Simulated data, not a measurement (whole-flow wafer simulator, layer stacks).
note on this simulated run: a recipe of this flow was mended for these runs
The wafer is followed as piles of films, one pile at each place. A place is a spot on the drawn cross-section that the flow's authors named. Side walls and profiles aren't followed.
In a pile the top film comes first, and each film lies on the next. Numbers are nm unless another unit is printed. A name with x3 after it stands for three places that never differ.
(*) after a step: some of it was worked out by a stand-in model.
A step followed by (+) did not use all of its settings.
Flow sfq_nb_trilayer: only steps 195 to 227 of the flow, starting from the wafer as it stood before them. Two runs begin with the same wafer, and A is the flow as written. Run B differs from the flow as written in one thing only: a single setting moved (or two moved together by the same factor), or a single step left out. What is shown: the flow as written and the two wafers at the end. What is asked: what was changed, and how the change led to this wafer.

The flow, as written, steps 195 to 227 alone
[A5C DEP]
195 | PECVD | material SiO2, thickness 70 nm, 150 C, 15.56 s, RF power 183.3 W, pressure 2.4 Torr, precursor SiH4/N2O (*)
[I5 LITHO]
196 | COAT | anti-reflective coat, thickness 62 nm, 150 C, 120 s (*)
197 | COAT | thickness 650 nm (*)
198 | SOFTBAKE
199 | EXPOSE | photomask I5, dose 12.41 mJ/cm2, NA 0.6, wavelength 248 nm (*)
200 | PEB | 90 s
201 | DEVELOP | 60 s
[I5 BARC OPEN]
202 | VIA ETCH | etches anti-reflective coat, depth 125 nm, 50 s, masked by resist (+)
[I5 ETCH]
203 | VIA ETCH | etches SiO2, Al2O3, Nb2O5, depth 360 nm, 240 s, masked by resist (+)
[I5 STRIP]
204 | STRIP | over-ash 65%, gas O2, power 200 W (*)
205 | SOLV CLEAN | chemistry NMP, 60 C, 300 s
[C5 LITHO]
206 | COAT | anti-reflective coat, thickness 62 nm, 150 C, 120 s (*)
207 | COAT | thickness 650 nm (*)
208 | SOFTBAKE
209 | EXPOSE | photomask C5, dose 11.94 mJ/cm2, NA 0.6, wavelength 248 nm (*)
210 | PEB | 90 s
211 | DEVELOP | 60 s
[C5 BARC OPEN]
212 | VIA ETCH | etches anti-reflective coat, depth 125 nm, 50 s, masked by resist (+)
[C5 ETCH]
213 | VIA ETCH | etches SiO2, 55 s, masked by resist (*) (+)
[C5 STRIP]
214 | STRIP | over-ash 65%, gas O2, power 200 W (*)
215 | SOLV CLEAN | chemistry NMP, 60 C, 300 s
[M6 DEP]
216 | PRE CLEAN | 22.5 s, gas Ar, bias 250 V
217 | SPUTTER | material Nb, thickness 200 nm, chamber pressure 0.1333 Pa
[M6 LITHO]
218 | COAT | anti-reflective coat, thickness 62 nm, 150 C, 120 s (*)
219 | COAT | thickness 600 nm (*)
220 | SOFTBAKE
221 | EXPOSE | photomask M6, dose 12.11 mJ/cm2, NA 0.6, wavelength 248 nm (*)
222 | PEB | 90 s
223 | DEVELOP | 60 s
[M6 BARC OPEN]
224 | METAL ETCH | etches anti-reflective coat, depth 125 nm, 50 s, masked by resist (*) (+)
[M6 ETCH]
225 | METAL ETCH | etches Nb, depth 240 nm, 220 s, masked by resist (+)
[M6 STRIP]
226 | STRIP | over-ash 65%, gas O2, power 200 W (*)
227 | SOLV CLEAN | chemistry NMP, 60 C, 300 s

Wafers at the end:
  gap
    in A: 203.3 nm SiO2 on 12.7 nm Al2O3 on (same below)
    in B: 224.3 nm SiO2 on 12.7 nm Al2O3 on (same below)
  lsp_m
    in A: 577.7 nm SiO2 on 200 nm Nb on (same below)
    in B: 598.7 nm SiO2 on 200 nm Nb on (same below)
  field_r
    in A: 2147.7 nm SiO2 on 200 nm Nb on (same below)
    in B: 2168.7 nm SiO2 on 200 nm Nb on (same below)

Cause: step 195, PECVD: thickness 91 nm was run, whereas the flow has thickness 70 nm; step 195, PECVD: 20.22 s was run, where the flow has 15.56 s.

How this came from the change, step by step:
  195 | PECVD | material SiO2, thickness 70 nm, 150 C, 15.56 s, RF power 183.3 W, pressure 2.4 Torr, precursor SiH4/N2O (*)
      field_l, v_sur, via_wl and 92 more: A SiO2 gains 70 | B SiO2 gains 91
      ce_l, c5j, ce_r and 8 more: A SiO2 gains 70 (new film) | B SiO2 gains 91 (new film)
  196 | COAT | anti-reflective coat, thickness 62 nm, 150 C, 120 s (*)
      r5r_line_l, r5r_line_c, r5r_line_r: A anti-reflective coat gains 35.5 (new film) | B anti-reflective coat gains 36.3 (new film)
  203 | VIA ETCH | etches SiO2, Al2O3, Nb2O5, depth 360 nm, 240 s, masked by resist (+)
      be: A SiO2 loses 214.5 (all of it), Al2O3 loses 12.7 (all of it), Nb2O5 loses 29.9 (all of it), Nb loses 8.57 | B SiO2 loses 235.5 (all of it), Al2O3 loses 12.7 (all of it), Nb2O5 loses 29.9 (all of it), Nb loses 6.82
  204 | STRIP | over-ash 65%, gas O2, power 200 W (*)
      r5r_line_l, r5r_line_c, r5r_line_r: A KrF-resist-other-grade loses 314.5 (all of it), anti-reflective coat loses 35.5 (all of it) | B KrF-resist-other-grade loses 314.5 (all of it), anti-reflective coat loses 36.3 (all of it)
  206 | COAT | anti-reflective coat, thickness 62 nm, 150 C, 120 s (*)
      r5r_line_l, r5r_line_c, r5r_line_r: A anti-reflective coat gains 35.5 (new film) | B anti-reflective coat gains 36.3 (new film)
      be: A anti-reflective coat gains 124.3 (new film) | B anti-reflective coat gains 127.3 (new film)
  213 | VIA ETCH | etches SiO2, 55 s, masked by resist (*) (+)
      c5j: A SiO2 loses 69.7 (all of it), Nb loses 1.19 | B SiO2 loses 84
      res: A SiO2 loses 69.7 (all of it), Ti loses 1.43 | B SiO2 loses 84
  214 | STRIP | over-ash 65%, gas O2, power 200 W (*)
      r5r_line_l, r5r_line_c, r5r_line_r: A KrF-resist-other-grade loses 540 (all of it), anti-reflective coat loses 35.5 (all of it) | B KrF-resist-other-grade loses 540.1 (all of it), anti-reflective coat loses 36.3 (all of it)
      be: A KrF-resist-other-grade loses 705.8 (all of it), anti-reflective coat loses 124.3 (all of it) | B KrF-resist-other-grade loses 719.6 (all of it), anti-reflective coat loses 127.3 (all of it)
  216 | PRE CLEAN | 22.5 s, gas Ar, bias 250 V
      c5j: A Nb loses 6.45 | B SiO2 loses 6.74 (all of it), Nb loses 0.74
      res: A Ti loses 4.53 | B SiO2 loses 6.67 (all of it), Ti loses 0.68
  217 | SPUTTER | material Nb, thickness 200 nm, chamber pressure 0.1333 Pa
      be: A Nb gains 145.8 | B Nb gains 141.5
      c5j: A Nb gains 188.4 | B Nb gains 183.2
  218 | COAT | anti-reflective coat, thickness 62 nm, 150 C, 120 s (*)
      be: A anti-reflective coat gains 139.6 (new film) | B anti-reflective coat gains 143.4 (new film)
      be_sur: A anti-reflective coat gains 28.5 (new film) | B anti-reflective coat gains 29.1 (new film)
      (also at 8 further places)
  219 | COAT | thickness 600 nm (*)
      be: A KrF-resist-other-grade gains 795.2 (new film) | B KrF-resist-other-grade gains 811.7 (new film)
  226 | STRIP | over-ash 65%, gas O2, power 200 W (*)
      be: A KrF-resist-other-grade loses 559.4 (all of it), anti-reflective coat loses 139.6 (all of it) | B KrF-resist-other-grade loses 575.8 (all of it), anti-reflective coat loses 143.4 (all of it)
      be_sur: A KrF-resist-other-grade loses 365.3 (all of it), anti-reflective coat loses 28.5 (all of it) | B KrF-resist-other-grade loses 362.5 (all of it), anti-reflective coat loses 29.1 (all of it)
      (also at 8 further places)
